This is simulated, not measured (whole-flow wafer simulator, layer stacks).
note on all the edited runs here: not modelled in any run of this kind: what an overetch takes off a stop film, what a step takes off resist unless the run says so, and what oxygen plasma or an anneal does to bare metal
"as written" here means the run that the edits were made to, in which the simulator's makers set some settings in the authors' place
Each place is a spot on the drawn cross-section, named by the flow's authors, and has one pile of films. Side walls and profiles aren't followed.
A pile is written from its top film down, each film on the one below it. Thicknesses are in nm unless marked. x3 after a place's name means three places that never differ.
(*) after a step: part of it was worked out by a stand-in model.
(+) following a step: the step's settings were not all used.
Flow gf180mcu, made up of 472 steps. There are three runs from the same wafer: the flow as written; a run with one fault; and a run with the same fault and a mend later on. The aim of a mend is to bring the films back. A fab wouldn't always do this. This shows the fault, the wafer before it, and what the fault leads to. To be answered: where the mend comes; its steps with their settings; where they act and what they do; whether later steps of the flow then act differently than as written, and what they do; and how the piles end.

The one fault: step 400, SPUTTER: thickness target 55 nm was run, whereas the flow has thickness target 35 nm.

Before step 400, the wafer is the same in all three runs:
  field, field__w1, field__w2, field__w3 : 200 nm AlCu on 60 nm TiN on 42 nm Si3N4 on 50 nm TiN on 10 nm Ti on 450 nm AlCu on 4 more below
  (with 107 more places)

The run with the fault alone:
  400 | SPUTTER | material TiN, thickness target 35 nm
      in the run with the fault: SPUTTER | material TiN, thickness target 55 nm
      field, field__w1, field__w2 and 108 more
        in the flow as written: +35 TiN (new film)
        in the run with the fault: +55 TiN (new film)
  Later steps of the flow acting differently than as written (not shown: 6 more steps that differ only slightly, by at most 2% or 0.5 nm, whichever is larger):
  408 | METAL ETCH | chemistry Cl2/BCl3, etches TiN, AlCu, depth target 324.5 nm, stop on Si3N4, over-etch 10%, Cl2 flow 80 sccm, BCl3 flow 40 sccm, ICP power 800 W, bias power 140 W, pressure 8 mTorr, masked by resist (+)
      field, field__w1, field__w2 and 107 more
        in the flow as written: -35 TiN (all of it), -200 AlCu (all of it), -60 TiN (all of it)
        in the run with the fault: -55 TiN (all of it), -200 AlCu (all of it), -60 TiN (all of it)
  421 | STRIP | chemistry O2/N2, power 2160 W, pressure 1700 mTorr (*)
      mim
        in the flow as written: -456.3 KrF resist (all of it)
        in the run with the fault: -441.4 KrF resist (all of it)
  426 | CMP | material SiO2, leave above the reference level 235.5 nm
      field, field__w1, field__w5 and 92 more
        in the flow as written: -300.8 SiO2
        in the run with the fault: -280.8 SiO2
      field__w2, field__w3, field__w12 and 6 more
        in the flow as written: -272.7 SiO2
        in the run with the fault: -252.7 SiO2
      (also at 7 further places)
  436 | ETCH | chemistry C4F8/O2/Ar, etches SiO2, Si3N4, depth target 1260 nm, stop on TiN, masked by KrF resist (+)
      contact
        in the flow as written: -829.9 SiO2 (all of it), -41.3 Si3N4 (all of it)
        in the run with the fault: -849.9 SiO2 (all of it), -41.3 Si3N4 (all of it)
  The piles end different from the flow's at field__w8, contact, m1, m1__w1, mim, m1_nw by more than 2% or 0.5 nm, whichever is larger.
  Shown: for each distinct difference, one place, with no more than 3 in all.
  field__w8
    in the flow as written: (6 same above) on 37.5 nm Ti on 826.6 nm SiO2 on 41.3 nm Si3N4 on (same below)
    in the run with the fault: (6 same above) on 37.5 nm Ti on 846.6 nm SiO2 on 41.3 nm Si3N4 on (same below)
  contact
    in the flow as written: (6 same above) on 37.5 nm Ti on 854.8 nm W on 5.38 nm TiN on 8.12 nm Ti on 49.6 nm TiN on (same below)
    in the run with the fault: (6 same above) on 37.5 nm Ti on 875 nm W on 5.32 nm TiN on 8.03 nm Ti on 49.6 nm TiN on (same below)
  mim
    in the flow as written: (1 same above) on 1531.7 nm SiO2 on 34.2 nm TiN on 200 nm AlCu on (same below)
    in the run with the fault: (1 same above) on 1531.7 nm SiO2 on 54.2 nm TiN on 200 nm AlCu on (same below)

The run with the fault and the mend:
  The mend follows step 400.
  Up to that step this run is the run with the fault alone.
  400a | METAL ETCH | chemistry Cl2/BCl3, etches TiN, AlCu, Ti, depth target 20 nm, Cl2 flow 80 sccm, BCl3 flow 40 sccm, ICP power 800 W, bias power 140 W, pressure 8 mTorr (a further turn of the flow's step 260, with different settings)
      field, field__w1, field__w2 and 108 more
        -20 TiN
  Later steps of the flow that are run all act as written at every place that is followed.
  By the end, the piles equal the flow's at every place that both follow.
